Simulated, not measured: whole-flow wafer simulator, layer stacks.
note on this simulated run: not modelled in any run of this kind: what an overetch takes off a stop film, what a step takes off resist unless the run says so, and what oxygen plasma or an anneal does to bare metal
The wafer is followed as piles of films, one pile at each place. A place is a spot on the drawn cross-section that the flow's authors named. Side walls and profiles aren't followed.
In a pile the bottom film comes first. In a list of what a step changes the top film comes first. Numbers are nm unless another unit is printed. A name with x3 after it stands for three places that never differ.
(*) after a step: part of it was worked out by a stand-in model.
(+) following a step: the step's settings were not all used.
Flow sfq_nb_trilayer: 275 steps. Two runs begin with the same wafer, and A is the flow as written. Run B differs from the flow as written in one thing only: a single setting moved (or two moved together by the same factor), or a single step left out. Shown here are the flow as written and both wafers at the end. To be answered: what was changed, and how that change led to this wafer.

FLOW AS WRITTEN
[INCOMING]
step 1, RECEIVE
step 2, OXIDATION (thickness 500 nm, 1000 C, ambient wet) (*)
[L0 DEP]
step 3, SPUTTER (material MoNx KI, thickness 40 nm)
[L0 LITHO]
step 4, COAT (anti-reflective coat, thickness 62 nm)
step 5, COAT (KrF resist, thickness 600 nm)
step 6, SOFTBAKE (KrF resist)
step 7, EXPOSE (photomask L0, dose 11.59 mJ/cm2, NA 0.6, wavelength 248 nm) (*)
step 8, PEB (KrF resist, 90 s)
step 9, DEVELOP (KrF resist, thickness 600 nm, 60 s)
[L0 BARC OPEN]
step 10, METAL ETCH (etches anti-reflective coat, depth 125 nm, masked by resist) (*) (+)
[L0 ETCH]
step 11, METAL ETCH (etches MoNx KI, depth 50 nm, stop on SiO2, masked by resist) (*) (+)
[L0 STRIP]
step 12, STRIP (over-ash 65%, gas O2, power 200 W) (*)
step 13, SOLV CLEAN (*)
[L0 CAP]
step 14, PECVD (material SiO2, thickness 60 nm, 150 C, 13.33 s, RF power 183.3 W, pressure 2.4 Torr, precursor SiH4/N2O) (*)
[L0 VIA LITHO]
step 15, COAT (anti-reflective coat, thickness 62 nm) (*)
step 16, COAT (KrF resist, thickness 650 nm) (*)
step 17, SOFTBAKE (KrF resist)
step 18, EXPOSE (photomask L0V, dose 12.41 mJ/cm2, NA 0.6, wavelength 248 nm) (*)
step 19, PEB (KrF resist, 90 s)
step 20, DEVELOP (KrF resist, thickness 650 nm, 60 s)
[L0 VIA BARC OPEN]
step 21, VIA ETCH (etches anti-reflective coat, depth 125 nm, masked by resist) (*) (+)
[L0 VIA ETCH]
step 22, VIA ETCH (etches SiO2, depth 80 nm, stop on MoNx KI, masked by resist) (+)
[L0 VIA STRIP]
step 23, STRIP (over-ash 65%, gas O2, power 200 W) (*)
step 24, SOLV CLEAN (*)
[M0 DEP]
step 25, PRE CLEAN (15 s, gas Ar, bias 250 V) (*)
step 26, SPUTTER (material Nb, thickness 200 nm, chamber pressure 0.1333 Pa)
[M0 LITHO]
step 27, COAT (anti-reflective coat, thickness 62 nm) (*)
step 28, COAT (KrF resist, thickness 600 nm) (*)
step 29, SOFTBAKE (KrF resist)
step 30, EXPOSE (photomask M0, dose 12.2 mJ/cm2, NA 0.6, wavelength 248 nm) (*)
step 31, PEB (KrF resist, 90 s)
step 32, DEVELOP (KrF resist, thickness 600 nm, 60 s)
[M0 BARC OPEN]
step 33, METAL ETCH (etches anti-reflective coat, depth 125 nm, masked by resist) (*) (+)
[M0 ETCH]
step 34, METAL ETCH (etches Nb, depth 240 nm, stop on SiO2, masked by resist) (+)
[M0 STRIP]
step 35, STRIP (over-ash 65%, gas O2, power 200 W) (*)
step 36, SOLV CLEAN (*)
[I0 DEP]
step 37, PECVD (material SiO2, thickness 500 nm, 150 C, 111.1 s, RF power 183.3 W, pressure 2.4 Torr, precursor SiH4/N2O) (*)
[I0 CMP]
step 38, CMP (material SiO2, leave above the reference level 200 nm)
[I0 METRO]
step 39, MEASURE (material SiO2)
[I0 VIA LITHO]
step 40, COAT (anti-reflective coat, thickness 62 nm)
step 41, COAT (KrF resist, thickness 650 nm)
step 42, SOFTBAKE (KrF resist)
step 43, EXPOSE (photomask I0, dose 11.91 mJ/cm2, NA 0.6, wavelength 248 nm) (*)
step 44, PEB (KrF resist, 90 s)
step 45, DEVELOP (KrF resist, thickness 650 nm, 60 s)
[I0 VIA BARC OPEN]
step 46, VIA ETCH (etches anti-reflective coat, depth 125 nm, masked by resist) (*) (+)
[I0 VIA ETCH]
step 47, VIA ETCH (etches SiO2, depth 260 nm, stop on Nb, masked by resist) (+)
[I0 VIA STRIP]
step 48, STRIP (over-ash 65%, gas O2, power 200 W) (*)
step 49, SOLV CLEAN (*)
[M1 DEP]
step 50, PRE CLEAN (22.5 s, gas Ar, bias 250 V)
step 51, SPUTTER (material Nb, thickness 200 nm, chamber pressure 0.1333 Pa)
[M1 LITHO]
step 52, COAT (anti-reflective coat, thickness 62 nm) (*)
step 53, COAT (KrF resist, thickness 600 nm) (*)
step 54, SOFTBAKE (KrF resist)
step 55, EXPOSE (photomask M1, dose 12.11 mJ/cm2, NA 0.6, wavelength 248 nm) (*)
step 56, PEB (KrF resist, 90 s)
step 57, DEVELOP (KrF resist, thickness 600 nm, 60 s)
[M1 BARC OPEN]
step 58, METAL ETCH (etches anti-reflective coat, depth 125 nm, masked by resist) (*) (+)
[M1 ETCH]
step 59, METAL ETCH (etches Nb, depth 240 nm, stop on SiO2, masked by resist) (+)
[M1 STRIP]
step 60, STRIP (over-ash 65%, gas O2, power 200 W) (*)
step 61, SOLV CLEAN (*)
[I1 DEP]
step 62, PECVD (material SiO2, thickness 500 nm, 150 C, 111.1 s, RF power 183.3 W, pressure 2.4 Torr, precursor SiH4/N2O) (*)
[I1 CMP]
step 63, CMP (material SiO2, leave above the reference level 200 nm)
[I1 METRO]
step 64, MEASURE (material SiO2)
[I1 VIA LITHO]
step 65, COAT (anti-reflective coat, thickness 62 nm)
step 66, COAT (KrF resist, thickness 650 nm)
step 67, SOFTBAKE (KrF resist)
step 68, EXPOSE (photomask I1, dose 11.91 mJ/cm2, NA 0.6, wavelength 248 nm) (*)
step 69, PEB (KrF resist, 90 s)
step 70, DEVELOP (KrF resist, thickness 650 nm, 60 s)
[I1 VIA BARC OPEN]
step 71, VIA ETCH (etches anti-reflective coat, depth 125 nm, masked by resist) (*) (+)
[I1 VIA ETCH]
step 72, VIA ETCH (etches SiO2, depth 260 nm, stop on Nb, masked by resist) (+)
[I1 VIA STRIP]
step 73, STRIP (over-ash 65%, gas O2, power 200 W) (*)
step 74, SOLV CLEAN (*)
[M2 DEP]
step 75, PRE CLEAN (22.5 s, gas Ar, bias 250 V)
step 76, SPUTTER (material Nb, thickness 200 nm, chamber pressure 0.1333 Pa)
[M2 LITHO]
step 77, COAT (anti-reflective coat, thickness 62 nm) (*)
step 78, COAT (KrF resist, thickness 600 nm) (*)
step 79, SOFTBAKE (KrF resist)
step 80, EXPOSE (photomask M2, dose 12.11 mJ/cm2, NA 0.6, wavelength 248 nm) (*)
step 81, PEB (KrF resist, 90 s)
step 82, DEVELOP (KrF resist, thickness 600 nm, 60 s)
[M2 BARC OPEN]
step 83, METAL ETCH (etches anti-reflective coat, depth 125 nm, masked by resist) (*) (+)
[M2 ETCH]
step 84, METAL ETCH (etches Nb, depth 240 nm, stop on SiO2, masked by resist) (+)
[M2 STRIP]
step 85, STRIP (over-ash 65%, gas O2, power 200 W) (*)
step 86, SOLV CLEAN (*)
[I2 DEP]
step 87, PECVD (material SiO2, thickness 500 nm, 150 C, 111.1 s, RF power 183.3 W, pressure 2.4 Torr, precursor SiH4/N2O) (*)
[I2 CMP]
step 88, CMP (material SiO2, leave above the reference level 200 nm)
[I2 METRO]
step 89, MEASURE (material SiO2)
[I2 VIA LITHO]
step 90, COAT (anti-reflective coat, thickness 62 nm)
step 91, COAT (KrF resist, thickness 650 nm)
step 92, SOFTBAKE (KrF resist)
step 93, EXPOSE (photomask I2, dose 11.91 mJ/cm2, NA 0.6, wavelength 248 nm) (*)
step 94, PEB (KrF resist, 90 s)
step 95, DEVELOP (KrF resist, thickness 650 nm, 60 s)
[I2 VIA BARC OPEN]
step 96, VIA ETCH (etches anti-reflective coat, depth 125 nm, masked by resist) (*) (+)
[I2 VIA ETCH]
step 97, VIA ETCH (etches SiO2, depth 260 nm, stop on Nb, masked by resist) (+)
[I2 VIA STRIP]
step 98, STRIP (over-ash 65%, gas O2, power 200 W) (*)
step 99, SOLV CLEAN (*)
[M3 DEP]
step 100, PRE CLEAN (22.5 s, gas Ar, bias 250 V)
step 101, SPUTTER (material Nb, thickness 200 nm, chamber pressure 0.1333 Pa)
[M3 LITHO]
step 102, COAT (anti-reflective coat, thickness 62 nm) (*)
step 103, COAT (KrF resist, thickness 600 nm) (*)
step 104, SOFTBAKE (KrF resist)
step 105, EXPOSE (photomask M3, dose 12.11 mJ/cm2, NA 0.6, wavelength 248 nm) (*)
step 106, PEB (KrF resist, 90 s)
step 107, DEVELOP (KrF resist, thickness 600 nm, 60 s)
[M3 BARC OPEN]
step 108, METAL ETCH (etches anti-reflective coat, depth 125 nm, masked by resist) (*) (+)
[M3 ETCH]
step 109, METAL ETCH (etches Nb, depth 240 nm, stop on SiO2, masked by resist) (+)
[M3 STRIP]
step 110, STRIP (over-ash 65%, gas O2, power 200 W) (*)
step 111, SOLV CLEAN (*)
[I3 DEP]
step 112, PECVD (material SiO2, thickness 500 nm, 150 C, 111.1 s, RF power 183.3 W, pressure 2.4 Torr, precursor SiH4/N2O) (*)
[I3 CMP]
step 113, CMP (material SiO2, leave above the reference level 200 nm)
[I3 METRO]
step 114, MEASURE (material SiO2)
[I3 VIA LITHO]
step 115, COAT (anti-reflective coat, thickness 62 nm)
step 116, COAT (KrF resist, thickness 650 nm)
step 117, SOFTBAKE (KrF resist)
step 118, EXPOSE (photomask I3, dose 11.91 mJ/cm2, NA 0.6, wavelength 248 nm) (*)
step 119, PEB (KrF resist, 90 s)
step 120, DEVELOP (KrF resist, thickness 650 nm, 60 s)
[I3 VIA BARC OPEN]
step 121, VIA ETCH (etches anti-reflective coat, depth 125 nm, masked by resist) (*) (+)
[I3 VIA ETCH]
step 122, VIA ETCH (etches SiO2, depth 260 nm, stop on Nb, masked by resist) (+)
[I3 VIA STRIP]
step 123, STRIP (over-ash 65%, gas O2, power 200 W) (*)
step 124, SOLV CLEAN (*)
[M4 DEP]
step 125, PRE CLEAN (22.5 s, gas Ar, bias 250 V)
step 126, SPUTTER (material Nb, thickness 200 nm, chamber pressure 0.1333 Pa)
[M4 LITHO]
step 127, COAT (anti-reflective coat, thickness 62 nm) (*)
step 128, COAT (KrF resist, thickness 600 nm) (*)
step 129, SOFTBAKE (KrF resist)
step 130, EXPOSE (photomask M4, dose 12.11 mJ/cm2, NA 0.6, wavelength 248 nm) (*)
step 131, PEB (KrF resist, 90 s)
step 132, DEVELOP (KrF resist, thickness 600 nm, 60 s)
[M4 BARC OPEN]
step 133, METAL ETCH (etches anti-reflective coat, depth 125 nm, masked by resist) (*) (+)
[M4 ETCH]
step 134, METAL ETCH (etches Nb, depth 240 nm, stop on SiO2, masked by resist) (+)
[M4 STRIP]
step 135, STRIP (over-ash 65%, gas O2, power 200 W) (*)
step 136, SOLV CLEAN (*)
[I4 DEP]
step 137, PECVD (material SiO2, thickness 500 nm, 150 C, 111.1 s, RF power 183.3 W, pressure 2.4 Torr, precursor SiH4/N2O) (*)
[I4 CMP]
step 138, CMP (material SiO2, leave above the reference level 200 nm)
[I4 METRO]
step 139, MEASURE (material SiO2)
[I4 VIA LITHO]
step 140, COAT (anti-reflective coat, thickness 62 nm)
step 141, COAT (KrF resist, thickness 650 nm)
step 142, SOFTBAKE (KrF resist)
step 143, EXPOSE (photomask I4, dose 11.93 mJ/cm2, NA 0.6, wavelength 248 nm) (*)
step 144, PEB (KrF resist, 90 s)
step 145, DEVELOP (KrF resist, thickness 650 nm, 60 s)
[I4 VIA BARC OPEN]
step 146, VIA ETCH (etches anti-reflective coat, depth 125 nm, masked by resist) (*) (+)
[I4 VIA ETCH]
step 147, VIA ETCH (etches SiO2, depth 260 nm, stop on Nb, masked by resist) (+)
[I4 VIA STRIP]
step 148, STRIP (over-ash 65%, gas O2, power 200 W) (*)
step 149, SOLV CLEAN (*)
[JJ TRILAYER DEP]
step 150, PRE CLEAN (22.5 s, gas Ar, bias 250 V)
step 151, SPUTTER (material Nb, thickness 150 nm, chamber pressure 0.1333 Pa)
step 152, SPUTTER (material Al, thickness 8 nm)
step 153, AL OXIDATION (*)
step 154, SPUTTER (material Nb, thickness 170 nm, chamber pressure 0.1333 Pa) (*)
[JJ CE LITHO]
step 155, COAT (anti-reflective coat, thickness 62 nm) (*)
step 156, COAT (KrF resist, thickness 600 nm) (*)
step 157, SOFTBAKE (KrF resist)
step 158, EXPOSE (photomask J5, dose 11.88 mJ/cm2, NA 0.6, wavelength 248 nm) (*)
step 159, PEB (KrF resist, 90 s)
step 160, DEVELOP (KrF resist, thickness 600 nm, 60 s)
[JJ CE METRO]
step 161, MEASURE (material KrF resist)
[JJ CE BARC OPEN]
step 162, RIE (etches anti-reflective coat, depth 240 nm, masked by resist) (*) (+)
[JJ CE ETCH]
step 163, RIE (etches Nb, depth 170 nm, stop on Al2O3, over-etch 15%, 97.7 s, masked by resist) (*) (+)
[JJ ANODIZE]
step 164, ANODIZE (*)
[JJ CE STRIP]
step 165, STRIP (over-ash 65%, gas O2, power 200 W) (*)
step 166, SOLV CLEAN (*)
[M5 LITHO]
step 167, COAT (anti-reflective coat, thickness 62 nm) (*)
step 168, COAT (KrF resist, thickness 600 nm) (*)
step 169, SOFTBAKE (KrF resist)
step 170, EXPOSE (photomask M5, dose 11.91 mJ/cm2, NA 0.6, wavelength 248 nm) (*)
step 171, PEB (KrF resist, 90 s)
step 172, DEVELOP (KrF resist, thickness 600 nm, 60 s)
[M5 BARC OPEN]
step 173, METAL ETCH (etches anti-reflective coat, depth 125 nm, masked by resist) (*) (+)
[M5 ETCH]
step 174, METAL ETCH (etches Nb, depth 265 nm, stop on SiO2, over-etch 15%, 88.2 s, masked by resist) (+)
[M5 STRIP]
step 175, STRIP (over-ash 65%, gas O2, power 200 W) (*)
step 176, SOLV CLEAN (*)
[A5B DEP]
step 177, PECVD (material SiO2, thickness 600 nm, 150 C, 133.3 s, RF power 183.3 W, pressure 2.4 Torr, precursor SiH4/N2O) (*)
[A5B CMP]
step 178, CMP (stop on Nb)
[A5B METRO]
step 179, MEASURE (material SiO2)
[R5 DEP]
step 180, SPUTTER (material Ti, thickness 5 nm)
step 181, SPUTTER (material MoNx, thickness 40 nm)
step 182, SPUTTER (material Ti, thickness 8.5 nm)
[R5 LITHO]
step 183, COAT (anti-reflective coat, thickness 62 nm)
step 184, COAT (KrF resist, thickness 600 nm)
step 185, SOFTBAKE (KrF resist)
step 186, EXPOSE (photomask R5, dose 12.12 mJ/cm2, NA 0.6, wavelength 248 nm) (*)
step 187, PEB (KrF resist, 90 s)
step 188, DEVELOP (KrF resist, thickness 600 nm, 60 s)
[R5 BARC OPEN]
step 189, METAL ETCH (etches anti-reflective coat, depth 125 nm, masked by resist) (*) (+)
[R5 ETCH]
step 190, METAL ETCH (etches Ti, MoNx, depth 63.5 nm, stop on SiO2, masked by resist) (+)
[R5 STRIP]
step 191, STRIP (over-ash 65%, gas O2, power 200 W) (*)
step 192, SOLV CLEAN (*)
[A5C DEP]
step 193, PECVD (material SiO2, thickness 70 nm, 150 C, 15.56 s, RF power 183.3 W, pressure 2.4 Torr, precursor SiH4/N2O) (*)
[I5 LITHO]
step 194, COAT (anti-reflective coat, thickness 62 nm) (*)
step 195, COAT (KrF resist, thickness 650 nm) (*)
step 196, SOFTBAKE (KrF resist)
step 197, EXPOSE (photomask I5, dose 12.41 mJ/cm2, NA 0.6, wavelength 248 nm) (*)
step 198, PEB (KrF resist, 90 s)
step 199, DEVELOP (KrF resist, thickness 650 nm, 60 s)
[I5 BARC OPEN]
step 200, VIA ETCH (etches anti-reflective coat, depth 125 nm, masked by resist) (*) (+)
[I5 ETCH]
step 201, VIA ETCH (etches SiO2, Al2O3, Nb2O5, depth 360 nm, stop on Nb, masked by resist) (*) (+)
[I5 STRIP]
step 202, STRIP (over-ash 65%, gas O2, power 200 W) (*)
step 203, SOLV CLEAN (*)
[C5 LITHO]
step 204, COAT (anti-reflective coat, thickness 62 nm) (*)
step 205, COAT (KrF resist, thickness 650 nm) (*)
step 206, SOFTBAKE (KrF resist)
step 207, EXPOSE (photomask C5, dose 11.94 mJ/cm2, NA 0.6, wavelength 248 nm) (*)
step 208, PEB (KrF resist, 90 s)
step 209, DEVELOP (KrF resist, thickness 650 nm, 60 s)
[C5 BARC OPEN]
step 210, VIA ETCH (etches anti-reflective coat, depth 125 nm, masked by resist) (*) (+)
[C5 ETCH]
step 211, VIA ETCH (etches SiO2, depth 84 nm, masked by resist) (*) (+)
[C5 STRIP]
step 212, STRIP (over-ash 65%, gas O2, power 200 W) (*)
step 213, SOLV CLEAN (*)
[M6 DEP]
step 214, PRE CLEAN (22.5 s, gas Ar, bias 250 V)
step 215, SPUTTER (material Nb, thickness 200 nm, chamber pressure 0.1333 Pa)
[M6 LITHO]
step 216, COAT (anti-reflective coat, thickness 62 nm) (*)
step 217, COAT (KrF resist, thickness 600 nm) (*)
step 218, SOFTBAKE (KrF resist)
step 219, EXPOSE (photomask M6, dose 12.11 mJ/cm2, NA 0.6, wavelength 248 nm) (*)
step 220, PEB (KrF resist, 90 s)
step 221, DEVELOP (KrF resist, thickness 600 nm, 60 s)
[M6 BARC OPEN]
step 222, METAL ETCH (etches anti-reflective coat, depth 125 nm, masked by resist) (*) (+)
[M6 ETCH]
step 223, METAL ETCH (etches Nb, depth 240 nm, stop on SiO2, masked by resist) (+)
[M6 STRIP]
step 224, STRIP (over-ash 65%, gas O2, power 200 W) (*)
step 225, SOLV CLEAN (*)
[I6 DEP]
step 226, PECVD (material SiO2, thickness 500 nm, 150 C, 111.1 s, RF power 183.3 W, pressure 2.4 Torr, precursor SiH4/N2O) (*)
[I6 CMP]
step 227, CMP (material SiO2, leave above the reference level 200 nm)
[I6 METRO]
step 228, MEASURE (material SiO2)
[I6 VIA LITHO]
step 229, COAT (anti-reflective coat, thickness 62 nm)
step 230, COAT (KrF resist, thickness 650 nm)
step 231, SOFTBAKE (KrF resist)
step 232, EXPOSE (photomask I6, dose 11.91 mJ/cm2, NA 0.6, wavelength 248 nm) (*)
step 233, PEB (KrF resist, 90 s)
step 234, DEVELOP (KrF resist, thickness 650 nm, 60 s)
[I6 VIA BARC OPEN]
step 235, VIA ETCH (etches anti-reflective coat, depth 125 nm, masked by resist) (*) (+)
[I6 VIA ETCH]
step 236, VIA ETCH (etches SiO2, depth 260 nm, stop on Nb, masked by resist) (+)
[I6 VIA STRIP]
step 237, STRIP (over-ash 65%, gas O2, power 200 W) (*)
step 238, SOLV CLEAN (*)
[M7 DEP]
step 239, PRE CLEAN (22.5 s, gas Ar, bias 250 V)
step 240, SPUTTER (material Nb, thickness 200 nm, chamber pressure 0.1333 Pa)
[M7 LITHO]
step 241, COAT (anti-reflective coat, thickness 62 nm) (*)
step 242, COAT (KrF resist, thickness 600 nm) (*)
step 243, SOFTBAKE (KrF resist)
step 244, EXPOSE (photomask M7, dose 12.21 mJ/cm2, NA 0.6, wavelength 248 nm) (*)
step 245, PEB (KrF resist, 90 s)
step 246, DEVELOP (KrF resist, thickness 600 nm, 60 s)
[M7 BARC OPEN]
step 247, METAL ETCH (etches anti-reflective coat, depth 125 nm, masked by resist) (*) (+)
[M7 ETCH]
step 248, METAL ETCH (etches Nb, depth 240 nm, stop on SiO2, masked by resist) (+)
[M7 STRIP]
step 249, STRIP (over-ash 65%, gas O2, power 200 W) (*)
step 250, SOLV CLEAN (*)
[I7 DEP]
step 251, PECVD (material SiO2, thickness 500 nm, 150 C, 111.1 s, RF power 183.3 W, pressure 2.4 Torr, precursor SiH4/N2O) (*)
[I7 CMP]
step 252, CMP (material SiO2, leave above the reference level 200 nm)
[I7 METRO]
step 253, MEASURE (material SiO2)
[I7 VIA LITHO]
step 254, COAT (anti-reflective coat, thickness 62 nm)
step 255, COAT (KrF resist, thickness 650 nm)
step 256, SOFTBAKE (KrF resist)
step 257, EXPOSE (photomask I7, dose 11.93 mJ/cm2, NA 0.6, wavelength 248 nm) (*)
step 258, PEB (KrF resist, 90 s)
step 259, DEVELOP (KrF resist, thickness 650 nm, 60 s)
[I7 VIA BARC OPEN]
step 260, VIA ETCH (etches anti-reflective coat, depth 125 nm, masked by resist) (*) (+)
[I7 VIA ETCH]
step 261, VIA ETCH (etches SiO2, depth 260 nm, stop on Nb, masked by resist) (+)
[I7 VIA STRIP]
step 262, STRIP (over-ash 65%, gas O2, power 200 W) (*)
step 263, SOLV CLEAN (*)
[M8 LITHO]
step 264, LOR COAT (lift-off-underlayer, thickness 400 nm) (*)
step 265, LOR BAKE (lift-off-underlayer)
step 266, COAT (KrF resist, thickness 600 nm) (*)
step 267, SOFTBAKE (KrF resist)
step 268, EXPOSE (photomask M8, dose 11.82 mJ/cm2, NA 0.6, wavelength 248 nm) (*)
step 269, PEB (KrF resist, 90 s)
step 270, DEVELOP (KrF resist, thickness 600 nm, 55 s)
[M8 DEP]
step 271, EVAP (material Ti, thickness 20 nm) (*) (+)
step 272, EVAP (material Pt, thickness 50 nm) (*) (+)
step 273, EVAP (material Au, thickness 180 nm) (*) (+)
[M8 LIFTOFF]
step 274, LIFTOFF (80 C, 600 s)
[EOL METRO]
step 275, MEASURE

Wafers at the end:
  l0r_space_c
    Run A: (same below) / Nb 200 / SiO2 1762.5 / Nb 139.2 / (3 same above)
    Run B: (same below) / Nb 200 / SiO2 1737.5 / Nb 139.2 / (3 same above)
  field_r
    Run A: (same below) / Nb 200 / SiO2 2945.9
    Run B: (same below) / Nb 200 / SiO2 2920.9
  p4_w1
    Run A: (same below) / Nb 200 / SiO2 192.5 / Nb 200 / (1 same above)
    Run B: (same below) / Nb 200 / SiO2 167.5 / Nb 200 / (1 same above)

Cause: step 113, CMP: leave above the reference level 175 nm was run, though the flow has leave above the reference level 200 nm.

The path from the change to this, step by step:
  step 113, CMP (material SiO2, leave above the reference level 200 nm)
      field_l, be, be_sur and 64 more: A SiO2 loses 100 | B SiO2 loses 125
      v_sur, via_wl, via_wr and 27 more: A SiO2 loses 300 | B SiO2 loses 325
      (as well as at 9 more places)
  step 122, VIA ETCH (etches SiO2, depth 260 nm, stop on Nb, masked by resist) (+)
      via_v: A SiO2 loses 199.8 (all of it) | B SiO2 loses 174.8 (all of it)
  step 126, SPUTTER (material Nb, thickness 200 nm, chamber pressure 0.1333 Pa)
      via_v: A Nb gains 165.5 | B Nb gains 171
  step 127, COAT (anti-reflective coat, thickness 62 nm) (*)
      via_v: A anti-reflective coat gains 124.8 (new film) | B anti-reflective coat gains 119.2 (new film)
  step 128, COAT (KrF resist, thickness 600 nm) (*)
      via_v: A KrF resist gains 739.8 (new film) | B KrF resist gains 719.1 (new film)
  step 135, STRIP (over-ash 65%, gas O2, power 200 W) (*)
      via_v: A KrF resist loses 521.8 (all of it), anti-reflective coat loses 124.8 (all of it) | B KrF resist loses 501.2 (all of it), anti-reflective coat loses 119.2 (all of it)
  step 137, PECVD (material SiO2, thickness 500 nm, 150 C, 111.1 s, RF power 183.3 W, pressure 2.4 Torr, precursor SiH4/N2O) (*)
      via_v: A SiO2 gains 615 (new film) | B SiO2 gains 584.6 (new film)
